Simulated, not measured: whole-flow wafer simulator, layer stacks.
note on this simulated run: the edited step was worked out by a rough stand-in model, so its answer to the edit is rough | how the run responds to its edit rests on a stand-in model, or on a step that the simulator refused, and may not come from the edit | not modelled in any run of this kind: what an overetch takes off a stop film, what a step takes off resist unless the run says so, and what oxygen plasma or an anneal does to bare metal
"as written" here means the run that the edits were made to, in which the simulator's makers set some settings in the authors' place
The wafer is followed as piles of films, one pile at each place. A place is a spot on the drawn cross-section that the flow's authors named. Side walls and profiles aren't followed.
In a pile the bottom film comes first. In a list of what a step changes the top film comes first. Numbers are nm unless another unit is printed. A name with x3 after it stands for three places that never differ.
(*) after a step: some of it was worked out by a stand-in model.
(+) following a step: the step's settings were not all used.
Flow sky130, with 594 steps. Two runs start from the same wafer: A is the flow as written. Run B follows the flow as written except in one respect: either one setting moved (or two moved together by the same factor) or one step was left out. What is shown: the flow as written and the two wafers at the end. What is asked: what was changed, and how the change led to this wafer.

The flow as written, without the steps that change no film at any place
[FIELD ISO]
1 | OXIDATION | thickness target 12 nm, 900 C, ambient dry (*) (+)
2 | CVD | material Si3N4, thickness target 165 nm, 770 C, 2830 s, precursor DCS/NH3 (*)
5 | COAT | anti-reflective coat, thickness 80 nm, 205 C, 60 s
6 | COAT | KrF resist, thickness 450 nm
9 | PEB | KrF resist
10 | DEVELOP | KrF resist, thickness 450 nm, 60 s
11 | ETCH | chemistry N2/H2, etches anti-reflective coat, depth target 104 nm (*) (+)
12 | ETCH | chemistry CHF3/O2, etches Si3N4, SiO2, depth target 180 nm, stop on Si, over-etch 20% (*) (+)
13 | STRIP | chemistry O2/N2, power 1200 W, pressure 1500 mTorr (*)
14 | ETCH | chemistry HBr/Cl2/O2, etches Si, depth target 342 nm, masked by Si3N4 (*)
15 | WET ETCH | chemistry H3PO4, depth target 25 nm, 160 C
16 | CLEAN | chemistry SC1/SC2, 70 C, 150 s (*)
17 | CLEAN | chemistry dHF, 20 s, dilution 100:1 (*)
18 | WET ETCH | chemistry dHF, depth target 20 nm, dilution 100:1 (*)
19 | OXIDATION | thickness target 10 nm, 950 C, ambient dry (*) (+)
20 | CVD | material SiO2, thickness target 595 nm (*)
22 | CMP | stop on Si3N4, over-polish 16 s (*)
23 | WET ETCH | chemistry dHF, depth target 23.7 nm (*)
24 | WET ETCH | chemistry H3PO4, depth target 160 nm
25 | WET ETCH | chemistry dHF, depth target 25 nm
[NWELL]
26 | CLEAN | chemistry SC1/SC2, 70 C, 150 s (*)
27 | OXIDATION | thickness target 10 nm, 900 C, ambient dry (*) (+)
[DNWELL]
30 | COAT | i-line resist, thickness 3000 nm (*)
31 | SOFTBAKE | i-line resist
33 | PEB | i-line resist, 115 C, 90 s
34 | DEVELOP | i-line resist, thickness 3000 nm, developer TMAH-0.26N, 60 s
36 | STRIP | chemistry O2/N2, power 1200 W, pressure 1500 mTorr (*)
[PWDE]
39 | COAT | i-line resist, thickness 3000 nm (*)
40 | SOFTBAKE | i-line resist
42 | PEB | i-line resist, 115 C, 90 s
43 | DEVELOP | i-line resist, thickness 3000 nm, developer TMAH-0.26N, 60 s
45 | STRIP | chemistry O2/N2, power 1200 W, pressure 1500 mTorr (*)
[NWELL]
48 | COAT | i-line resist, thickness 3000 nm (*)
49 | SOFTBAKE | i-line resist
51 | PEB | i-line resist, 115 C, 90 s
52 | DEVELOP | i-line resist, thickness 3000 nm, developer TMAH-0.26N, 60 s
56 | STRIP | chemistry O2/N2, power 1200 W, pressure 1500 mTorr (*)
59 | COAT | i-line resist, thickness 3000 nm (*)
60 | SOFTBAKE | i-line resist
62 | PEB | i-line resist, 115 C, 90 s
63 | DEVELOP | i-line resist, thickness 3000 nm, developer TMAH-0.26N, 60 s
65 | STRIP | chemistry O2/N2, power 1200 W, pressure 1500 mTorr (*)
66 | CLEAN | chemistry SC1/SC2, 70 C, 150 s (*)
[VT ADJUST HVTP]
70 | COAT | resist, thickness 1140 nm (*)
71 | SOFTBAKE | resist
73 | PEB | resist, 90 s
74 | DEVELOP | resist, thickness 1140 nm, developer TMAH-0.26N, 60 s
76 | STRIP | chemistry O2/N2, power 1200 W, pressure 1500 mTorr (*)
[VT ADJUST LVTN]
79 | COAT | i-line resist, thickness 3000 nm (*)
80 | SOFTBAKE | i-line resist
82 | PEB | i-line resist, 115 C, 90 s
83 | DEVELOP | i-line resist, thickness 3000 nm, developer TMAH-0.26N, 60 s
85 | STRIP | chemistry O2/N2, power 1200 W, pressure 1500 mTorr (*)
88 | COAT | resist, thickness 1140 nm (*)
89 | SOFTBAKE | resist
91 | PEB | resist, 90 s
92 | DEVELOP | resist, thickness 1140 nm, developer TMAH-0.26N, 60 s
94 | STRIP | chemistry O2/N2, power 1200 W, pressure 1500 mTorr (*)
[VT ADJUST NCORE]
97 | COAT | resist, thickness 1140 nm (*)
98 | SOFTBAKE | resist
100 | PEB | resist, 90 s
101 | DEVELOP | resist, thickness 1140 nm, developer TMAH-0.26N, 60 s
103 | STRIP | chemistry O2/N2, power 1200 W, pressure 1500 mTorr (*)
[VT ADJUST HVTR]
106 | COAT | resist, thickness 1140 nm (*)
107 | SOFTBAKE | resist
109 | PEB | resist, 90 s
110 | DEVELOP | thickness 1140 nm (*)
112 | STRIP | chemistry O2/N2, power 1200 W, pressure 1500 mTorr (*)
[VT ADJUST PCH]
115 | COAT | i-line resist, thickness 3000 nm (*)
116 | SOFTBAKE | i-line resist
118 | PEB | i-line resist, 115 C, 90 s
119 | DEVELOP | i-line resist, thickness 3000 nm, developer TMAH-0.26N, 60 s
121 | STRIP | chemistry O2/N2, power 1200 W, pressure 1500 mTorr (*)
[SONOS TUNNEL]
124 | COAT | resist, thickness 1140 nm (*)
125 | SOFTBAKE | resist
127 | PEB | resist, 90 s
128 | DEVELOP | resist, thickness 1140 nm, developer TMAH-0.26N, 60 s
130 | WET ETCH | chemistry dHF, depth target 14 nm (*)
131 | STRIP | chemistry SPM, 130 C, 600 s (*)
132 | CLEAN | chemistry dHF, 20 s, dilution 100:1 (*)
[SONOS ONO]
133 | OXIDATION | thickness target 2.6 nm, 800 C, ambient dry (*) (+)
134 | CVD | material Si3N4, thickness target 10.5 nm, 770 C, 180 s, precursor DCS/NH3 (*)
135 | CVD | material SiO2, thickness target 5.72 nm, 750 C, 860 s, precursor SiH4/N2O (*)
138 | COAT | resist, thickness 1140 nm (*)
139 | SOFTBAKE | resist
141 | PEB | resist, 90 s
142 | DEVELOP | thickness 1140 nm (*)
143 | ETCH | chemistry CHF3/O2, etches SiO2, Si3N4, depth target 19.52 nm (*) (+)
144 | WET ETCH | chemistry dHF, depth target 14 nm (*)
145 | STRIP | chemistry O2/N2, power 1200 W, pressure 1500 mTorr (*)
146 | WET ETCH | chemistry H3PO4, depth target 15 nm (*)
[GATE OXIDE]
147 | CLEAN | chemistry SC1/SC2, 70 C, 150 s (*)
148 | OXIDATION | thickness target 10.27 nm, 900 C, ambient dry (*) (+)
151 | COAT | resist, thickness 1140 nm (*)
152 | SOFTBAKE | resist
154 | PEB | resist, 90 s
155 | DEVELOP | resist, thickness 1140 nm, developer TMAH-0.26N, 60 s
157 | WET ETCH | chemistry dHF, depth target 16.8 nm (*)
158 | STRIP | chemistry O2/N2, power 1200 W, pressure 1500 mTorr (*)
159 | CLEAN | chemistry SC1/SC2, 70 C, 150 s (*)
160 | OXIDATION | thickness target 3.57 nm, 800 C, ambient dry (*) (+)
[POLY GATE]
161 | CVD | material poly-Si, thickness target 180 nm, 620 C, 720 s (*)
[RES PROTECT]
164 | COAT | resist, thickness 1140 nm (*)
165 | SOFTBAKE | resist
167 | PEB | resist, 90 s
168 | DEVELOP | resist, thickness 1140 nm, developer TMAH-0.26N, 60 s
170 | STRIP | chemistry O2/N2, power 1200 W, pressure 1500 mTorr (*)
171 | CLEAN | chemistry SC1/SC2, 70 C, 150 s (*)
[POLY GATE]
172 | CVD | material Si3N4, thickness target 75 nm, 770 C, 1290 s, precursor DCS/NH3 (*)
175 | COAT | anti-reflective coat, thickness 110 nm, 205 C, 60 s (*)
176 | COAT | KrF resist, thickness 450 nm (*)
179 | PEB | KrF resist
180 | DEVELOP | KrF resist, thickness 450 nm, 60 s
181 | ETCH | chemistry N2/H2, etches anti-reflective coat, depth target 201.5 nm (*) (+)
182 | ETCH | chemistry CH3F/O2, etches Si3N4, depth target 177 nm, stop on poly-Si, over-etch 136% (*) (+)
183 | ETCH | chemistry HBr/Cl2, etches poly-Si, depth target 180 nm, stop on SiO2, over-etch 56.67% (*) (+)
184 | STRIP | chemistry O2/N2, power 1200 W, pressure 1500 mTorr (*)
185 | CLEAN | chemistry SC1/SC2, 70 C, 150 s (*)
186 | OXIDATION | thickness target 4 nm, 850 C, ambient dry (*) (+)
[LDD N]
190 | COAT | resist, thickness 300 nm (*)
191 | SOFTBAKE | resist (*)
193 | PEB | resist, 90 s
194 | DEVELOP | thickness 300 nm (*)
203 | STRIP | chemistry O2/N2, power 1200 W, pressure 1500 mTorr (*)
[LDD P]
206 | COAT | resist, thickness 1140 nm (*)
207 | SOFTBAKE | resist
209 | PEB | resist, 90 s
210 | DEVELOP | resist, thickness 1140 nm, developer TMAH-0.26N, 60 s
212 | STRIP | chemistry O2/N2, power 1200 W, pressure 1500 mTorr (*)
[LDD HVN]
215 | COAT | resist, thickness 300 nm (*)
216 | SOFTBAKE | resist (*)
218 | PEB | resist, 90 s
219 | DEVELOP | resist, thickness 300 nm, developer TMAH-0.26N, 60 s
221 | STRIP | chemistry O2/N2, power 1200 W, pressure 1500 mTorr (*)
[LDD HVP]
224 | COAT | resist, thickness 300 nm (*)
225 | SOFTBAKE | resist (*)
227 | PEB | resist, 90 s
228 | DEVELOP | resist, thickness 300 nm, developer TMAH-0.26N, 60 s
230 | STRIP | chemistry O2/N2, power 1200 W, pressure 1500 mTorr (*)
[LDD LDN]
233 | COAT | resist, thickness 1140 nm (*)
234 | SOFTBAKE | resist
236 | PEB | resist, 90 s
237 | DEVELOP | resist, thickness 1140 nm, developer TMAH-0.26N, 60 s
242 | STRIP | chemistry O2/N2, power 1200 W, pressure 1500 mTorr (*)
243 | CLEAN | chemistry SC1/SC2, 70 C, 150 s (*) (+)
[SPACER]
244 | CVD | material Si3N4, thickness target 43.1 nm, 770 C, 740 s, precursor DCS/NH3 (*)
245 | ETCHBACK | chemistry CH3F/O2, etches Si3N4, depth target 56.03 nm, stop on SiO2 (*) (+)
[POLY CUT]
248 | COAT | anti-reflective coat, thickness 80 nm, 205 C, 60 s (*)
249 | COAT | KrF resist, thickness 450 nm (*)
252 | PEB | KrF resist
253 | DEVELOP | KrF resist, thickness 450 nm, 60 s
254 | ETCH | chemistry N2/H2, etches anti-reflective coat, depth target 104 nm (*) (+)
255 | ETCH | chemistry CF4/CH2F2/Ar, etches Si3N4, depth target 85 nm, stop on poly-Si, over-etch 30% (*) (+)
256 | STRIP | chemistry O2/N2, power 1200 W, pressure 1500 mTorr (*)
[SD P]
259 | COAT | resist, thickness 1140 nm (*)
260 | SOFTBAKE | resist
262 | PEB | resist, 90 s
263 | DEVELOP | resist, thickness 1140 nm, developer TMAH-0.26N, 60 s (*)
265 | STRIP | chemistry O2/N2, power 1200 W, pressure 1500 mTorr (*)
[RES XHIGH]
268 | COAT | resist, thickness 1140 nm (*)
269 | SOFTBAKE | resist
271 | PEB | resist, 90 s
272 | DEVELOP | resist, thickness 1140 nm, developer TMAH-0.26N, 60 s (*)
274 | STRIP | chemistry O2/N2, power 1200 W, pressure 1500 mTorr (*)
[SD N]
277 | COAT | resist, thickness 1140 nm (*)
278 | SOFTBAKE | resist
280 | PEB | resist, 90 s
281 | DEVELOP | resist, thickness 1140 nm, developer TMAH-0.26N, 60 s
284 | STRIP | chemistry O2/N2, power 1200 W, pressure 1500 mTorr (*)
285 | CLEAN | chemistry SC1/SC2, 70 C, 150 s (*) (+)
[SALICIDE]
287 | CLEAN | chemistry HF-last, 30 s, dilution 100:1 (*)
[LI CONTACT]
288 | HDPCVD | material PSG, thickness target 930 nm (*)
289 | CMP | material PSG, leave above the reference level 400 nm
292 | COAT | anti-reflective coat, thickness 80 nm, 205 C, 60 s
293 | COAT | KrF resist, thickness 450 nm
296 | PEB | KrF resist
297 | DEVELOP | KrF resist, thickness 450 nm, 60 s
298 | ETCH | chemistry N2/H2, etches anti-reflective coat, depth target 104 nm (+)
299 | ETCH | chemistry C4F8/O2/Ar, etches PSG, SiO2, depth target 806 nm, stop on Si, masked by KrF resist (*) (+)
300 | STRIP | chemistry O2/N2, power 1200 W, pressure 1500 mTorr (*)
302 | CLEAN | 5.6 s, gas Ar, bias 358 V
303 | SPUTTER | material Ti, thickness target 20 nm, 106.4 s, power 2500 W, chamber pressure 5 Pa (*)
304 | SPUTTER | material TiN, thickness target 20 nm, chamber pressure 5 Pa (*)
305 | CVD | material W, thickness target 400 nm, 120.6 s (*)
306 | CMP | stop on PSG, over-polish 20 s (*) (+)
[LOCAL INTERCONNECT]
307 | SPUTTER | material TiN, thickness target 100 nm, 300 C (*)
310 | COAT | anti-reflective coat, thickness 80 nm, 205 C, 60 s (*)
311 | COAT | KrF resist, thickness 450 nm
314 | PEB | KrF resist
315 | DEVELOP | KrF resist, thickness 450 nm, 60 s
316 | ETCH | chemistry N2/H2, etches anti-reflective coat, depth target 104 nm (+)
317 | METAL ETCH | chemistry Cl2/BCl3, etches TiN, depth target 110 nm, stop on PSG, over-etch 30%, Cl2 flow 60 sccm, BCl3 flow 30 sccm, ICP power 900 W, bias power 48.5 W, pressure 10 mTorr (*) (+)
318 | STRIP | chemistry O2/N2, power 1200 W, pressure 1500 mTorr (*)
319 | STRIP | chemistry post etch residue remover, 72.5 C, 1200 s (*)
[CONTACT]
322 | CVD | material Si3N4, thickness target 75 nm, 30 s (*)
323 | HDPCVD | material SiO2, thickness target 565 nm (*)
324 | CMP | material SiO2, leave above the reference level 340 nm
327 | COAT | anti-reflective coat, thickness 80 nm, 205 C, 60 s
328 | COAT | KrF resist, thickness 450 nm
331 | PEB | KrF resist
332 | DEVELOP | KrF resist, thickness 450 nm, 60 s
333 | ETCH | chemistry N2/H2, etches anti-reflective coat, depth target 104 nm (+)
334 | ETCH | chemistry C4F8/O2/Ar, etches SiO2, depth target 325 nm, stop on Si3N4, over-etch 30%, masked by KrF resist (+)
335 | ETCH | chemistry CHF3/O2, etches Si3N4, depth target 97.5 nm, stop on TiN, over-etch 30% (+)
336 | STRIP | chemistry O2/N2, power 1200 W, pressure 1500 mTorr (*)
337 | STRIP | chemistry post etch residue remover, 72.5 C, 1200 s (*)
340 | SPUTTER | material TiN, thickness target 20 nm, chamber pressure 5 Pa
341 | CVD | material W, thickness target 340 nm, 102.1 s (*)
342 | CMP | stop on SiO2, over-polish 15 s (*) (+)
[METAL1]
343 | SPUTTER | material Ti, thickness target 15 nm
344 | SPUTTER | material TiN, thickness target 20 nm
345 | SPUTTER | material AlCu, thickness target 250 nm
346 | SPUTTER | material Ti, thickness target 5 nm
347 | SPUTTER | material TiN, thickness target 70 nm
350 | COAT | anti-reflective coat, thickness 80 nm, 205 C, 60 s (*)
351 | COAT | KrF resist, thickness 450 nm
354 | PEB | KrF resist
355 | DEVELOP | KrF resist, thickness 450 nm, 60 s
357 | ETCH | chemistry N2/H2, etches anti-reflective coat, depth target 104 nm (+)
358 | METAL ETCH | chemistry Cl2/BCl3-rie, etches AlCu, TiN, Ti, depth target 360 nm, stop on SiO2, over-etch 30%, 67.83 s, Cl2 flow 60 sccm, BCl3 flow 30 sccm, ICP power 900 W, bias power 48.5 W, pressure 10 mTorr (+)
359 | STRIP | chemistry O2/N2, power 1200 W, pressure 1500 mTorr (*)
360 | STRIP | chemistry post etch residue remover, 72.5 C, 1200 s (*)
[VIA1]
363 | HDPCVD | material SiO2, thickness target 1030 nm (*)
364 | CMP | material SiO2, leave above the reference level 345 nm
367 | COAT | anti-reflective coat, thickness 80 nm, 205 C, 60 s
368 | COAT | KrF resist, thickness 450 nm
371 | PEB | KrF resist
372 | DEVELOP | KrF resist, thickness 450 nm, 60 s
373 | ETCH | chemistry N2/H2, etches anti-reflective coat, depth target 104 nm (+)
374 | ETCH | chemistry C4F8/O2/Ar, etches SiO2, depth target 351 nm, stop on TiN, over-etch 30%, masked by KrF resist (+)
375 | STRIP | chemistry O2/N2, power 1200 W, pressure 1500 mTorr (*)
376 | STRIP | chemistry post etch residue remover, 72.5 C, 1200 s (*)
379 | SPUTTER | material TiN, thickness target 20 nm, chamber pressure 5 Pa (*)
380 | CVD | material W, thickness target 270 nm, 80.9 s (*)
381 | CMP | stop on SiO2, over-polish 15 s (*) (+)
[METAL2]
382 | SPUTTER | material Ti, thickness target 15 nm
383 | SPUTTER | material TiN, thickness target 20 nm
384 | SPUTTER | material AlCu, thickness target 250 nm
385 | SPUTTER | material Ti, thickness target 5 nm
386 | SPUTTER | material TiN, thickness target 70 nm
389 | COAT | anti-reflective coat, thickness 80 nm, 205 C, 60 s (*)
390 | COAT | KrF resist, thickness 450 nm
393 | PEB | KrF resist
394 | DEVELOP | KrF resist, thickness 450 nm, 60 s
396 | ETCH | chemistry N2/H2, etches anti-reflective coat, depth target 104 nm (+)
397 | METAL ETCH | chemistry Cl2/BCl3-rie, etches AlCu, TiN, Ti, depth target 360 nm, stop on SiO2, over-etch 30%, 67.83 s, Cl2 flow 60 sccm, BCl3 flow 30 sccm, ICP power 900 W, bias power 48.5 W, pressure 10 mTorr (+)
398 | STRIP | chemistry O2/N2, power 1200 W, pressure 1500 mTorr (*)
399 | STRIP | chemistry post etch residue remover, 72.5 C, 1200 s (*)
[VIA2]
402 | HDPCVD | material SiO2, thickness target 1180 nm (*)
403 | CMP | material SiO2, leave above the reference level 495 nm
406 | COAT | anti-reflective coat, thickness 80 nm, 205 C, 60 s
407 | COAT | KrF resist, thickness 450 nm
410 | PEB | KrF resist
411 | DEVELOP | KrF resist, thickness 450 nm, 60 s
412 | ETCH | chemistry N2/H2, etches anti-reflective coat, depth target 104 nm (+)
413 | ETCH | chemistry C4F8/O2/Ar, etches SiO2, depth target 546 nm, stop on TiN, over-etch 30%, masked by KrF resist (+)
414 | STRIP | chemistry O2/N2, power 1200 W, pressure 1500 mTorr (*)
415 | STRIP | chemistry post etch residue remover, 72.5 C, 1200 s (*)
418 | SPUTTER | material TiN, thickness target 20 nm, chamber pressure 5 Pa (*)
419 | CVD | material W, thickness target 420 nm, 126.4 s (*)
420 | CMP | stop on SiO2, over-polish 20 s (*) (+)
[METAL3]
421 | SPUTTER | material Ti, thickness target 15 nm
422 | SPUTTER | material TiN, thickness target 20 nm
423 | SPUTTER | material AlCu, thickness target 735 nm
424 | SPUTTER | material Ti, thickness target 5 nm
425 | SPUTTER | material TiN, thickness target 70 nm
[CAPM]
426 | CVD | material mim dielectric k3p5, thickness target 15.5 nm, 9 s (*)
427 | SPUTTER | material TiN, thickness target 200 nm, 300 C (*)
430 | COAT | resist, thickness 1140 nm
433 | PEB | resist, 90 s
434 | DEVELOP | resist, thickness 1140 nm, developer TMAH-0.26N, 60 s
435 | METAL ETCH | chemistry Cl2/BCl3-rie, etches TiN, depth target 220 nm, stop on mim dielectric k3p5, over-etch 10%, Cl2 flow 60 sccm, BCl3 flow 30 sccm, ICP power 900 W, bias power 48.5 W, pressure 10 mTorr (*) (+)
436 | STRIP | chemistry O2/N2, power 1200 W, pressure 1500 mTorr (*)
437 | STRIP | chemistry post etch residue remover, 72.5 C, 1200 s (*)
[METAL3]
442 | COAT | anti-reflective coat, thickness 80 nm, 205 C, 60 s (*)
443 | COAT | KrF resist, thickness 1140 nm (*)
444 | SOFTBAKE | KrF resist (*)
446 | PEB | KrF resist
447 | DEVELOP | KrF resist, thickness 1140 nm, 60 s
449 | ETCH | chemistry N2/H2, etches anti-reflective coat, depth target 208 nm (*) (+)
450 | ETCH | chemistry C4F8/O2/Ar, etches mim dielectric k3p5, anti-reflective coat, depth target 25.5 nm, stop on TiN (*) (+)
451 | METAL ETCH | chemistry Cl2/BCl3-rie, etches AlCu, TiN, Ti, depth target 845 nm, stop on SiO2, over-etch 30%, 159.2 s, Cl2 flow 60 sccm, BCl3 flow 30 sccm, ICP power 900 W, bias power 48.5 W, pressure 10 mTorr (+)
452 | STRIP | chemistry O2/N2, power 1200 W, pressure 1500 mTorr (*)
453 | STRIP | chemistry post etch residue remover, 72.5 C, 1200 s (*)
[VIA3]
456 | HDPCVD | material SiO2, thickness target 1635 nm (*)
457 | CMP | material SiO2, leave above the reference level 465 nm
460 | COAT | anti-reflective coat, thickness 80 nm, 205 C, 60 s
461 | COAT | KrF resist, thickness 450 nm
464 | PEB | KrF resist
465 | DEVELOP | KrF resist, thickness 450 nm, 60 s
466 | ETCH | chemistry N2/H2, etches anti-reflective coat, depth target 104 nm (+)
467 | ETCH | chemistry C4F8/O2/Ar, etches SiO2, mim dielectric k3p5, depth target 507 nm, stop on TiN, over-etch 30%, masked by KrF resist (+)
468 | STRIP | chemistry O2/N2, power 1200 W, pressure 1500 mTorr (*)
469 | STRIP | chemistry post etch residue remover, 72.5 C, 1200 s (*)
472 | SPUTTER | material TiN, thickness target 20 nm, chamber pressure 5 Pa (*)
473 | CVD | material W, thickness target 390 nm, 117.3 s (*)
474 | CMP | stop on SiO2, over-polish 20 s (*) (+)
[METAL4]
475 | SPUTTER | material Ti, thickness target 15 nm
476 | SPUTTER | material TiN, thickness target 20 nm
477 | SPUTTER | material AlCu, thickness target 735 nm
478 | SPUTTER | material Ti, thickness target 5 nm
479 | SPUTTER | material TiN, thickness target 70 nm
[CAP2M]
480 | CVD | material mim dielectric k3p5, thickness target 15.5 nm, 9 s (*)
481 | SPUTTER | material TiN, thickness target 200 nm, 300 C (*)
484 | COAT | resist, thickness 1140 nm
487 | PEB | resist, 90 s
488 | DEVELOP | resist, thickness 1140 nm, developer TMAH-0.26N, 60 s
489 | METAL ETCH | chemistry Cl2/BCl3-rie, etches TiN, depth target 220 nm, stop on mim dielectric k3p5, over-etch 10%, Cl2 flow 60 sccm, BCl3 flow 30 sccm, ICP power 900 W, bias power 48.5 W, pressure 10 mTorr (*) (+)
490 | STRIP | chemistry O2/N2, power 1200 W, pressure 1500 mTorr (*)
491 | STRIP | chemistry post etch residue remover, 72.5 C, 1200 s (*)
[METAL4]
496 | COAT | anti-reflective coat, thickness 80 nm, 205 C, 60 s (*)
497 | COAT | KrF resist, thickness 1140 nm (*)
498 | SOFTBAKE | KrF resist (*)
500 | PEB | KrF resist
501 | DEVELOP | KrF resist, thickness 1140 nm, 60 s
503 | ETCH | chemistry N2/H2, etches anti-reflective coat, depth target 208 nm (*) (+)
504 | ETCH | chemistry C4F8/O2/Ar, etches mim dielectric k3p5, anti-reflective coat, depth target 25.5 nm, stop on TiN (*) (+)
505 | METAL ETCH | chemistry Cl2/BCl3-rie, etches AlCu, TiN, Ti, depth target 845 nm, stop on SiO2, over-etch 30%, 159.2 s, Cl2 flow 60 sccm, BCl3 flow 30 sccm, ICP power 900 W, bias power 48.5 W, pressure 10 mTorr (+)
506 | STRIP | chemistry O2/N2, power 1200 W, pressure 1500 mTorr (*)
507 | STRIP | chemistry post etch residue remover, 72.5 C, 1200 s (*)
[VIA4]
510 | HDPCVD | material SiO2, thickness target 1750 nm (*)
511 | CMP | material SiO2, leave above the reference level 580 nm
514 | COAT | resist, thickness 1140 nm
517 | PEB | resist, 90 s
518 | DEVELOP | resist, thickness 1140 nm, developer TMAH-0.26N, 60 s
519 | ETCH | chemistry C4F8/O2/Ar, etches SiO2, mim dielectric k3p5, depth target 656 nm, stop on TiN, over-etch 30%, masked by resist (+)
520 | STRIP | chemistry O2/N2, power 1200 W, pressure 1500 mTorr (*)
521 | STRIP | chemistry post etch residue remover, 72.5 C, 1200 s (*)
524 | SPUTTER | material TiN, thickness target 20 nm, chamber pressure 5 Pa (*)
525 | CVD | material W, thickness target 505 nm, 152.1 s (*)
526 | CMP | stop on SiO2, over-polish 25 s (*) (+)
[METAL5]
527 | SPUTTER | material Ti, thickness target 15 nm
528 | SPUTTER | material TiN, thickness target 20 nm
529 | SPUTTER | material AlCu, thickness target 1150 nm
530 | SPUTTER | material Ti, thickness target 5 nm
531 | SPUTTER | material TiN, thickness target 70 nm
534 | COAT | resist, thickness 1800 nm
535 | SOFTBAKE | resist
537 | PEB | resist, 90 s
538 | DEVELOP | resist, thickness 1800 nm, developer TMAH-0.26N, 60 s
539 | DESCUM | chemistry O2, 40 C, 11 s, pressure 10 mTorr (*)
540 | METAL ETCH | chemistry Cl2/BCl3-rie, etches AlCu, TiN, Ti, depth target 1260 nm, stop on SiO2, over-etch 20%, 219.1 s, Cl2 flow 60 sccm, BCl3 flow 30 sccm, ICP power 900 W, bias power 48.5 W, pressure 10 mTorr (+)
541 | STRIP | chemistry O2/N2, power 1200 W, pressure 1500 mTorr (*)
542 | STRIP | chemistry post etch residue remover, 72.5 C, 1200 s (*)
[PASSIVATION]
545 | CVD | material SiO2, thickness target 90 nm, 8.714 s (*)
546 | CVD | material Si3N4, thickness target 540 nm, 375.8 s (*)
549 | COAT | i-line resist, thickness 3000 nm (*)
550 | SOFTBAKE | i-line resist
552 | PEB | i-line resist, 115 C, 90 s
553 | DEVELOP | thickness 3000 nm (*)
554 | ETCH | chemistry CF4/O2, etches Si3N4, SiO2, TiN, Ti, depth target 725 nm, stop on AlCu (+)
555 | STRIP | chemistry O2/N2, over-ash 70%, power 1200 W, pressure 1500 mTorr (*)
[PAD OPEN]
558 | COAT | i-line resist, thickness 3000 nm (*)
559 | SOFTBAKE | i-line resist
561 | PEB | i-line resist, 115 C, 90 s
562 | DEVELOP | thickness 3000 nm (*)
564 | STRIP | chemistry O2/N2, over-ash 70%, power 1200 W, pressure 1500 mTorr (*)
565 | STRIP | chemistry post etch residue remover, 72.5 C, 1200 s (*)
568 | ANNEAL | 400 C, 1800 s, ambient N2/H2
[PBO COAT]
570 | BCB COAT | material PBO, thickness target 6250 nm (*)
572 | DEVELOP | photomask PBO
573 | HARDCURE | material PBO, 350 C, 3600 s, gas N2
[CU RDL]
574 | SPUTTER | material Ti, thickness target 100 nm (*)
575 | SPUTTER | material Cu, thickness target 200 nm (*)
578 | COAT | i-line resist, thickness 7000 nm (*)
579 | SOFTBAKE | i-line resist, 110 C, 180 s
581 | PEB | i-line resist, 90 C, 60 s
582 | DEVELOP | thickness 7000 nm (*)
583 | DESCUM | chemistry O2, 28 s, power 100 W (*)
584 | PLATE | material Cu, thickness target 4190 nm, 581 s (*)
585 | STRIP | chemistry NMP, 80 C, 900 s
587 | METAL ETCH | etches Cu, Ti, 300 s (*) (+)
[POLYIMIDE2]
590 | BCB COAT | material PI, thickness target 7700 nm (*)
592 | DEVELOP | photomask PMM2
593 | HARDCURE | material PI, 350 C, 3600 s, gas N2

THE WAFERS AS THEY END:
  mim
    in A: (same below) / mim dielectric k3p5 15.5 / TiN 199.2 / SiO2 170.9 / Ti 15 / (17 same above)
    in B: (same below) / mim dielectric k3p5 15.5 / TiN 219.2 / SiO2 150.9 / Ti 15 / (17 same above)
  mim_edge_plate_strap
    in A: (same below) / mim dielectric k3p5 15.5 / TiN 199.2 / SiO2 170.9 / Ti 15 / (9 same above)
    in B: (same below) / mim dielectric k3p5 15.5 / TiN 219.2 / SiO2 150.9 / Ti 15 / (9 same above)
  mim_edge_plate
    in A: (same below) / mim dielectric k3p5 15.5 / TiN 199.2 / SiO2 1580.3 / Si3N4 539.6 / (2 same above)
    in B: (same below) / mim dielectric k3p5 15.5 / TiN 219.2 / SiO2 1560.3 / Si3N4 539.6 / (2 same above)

Cause: step 427, SPUTTER: thickness target 220 nm was run, while the flow as written has thickness target 200 nm.

The path from the change to this, step by step:
  427 | SPUTTER | material TiN, thickness target 200 nm, 300 C (*)
      field, active, n_well and 188 more: A +200 TiN (new film) | B +220 TiN (new film)
  435 | METAL ETCH | chemistry Cl2/BCl3-rie, etches TiN, depth target 220 nm, stop on mim dielectric k3p5, over-etch 10%, Cl2 flow 60 sccm, BCl3 flow 30 sccm, ICP power 900 W, bias power 48.5 W, pressure 10 mTorr (*) (+)
      field, active, n_well and 185 more: A -200 TiN (all of it) | B -220 TiN (all of it)
  442 | COAT | anti-reflective coat, thickness 80 nm, 205 C, 60 s (*)
      rpm_encl, rpm_encl_psd, rpm_encl_urpm: A +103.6 anti-reflective coat (new film) | B +100.8 anti-reflective coat (new film)
      poly_licon, rpo_hd_licon: A +58.9 anti-reflective coat (new film) | B +54.2 anti-reflective coat (new film)
      (as well as at 4 more places)
  449 | ETCH | chemistry N2/H2, etches anti-reflective coat, depth target 208 nm (*) (+)
      rpm_encl, rpm_encl_psd, rpm_encl_urpm: A -103.6 anti-reflective coat (all of it) | B -100.8 anti-reflective coat (all of it)
      poly_licon, rpo_hd_licon: A -58.9 anti-reflective coat (all of it) | B -54.2 anti-reflective coat (all of it)
      (as well as at 2 more places)
  452 | STRIP | chemistry O2/N2, power 1200 W, pressure 1500 mTorr (*)
      mim_edge_plate_strap, mim_edge_plate: A -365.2 KrF resist (all of it), -3 anti-reflective coat (all of it) | B -345.3 KrF resist (all of it), -3 anti-reflective coat (all of it)
      mim: A -375.2 KrF resist (all of it), -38 anti-reflective coat (all of it) | B -357.1 KrF resist (all of it), -42.2 anti-reflective coat (all of it)
      (as well as at 1 more place)
